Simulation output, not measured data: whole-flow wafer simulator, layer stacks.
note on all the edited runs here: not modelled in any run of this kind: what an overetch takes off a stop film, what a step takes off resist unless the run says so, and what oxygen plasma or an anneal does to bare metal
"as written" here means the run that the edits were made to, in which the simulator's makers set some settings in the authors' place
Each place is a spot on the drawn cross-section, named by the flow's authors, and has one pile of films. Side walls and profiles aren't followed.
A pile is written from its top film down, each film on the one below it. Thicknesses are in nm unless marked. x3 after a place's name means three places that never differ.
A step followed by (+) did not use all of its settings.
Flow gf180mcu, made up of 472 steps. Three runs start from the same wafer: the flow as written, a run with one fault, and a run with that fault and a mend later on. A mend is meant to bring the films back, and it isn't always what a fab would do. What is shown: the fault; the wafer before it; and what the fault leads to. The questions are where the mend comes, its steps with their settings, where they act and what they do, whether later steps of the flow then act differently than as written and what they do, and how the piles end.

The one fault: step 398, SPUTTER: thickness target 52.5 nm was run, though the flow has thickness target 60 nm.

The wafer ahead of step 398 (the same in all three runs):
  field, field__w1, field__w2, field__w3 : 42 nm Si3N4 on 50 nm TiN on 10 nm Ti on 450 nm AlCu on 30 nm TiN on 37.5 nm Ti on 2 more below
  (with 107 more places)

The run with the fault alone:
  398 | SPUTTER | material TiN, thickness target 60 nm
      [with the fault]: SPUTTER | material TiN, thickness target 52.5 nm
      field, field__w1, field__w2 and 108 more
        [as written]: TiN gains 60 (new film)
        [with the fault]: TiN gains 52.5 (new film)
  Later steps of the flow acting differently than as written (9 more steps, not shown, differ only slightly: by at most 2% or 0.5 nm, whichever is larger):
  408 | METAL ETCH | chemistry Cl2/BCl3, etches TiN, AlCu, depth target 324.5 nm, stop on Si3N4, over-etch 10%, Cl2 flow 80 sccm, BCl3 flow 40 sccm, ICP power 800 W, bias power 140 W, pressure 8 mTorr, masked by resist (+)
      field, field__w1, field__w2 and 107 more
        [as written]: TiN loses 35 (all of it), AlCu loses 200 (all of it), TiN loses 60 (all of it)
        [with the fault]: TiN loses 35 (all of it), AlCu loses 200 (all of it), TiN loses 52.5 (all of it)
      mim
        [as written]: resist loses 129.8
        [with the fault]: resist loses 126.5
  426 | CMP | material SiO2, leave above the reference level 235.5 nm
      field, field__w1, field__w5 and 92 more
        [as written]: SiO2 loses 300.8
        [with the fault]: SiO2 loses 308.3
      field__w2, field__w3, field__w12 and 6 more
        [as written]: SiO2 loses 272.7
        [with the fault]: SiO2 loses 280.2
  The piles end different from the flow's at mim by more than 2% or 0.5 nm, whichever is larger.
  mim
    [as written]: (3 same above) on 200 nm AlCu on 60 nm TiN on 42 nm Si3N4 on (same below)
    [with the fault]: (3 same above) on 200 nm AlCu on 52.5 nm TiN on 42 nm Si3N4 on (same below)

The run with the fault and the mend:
  The mend follows step 398.
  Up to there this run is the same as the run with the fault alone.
  398a | SPUTTER | material TiN, thickness target 7.5 nm (a further turn of the flow's step 398, with different settings)
      field, field__w1, field__w2 and 108 more
        TiN gains 7.5
  None of the later steps of the flow acts differently than as written at any place that is followed.
  At every place that both follow, the piles at the end match the flow's.
